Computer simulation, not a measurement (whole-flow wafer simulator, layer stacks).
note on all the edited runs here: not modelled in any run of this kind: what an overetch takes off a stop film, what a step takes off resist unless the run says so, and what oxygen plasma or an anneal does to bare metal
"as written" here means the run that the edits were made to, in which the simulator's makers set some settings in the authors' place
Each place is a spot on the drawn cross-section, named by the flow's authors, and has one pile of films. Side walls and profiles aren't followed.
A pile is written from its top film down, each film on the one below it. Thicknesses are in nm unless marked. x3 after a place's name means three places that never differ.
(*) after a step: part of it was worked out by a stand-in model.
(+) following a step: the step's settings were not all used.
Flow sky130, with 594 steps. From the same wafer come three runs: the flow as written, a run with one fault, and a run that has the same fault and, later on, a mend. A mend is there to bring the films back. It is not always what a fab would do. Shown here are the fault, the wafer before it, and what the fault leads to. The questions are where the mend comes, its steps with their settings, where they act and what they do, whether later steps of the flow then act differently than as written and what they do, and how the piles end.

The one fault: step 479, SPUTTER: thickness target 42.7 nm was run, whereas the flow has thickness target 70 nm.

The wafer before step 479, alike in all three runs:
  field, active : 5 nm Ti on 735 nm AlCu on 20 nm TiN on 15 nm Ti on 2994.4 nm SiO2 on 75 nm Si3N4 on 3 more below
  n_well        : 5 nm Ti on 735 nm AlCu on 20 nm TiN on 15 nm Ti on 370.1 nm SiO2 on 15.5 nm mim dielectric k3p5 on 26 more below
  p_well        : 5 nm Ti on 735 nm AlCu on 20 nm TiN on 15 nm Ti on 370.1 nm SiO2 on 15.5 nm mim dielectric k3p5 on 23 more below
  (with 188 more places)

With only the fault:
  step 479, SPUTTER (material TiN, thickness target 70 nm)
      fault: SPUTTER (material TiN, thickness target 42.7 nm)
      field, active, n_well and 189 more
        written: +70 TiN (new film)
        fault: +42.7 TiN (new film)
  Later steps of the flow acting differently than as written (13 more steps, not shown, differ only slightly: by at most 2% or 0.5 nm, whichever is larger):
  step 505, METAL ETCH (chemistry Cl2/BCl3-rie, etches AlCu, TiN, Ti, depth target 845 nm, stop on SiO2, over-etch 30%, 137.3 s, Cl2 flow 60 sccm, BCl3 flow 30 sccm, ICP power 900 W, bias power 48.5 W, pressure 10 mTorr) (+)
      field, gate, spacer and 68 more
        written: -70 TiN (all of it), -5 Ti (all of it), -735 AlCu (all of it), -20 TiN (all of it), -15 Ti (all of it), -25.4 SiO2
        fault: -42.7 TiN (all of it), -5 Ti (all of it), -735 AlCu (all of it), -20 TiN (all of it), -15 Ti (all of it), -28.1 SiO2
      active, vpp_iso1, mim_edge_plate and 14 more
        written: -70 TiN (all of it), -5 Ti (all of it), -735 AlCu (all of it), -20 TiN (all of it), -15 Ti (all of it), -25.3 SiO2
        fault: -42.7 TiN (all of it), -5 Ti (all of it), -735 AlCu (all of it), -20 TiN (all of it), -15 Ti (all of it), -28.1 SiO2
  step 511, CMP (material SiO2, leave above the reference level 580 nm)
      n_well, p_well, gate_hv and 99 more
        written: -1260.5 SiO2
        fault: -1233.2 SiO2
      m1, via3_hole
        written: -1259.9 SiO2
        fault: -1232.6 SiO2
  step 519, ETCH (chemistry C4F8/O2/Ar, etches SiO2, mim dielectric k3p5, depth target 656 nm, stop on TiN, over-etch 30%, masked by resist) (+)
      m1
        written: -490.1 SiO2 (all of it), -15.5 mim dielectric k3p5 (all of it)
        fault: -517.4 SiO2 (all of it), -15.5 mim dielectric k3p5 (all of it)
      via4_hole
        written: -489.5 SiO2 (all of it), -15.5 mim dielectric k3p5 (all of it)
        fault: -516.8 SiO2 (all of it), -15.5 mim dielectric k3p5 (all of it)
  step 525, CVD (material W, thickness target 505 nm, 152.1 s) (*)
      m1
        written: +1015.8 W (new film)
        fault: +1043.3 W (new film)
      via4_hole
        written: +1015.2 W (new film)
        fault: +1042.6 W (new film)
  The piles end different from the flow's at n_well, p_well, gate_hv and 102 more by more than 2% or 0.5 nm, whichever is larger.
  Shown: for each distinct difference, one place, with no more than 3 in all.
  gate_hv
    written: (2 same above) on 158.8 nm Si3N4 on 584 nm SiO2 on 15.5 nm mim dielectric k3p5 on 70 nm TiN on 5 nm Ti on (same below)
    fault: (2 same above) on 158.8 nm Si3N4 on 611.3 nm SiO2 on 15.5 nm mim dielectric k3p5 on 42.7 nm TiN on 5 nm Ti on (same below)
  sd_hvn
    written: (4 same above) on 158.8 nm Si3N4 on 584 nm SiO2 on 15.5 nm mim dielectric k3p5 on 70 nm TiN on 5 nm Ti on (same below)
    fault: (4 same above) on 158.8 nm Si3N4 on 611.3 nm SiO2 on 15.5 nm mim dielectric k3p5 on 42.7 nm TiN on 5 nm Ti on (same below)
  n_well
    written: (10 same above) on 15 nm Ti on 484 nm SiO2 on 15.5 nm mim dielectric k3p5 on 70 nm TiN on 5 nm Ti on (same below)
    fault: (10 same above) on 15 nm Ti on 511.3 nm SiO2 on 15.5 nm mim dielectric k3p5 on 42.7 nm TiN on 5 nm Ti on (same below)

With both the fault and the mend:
  The mend stands after step 479.
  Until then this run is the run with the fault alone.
  step 479a, SPUTTER (material TiN, thickness target 27.3 nm) (a further turn of the flow's step 479, with different settings)
      field, active, n_well and 189 more
        +27.3 TiN
  Later steps of the flow that are run all act as written at every place that is followed.
  At every place that both follow, the piles at the end match the flow's.
